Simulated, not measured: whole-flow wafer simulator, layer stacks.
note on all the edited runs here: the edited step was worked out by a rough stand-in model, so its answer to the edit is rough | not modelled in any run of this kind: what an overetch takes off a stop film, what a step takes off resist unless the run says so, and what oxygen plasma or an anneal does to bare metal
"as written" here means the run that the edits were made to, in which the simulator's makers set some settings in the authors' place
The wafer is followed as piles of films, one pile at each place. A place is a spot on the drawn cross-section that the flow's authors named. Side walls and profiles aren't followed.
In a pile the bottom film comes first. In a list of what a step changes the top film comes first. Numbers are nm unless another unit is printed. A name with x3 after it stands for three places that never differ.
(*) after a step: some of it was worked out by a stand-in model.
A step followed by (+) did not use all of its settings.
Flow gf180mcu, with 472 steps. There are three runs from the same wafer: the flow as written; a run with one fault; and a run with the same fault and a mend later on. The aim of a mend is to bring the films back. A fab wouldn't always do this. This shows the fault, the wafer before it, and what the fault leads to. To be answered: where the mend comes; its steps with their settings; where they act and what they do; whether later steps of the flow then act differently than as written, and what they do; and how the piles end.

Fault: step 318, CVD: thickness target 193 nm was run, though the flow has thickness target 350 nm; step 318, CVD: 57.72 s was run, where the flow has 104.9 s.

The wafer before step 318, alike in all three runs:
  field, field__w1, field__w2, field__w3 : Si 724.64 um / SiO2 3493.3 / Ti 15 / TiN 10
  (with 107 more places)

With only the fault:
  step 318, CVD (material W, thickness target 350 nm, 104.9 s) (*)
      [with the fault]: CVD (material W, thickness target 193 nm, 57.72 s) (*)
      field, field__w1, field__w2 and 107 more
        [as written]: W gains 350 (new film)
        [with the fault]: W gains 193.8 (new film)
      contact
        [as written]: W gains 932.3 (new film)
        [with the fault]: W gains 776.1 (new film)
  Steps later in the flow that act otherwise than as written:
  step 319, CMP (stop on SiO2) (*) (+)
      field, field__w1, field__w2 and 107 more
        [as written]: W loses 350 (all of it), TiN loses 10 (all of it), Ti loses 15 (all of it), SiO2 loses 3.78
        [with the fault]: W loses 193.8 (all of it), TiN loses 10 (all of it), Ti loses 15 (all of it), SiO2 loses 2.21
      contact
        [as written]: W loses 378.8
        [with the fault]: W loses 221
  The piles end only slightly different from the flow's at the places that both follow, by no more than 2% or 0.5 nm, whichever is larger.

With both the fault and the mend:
  After step 318 comes the mend.
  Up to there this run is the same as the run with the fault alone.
  step 318a, CVD (material W, thickness target 157 nm, 47.07 s) (the flow's step 318 again, with other settings)
      field, field__w1, field__w2 and 108 more
        W gains 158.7
  Later steps of the flow that are run all act as written at every place that is followed, up to a difference of at most 2% or 0.5 nm, whichever is larger.
  The piles end only slightly different from the flow's at the places that both follow, by no more than 2% or 0.5 nm, whichever is larger.
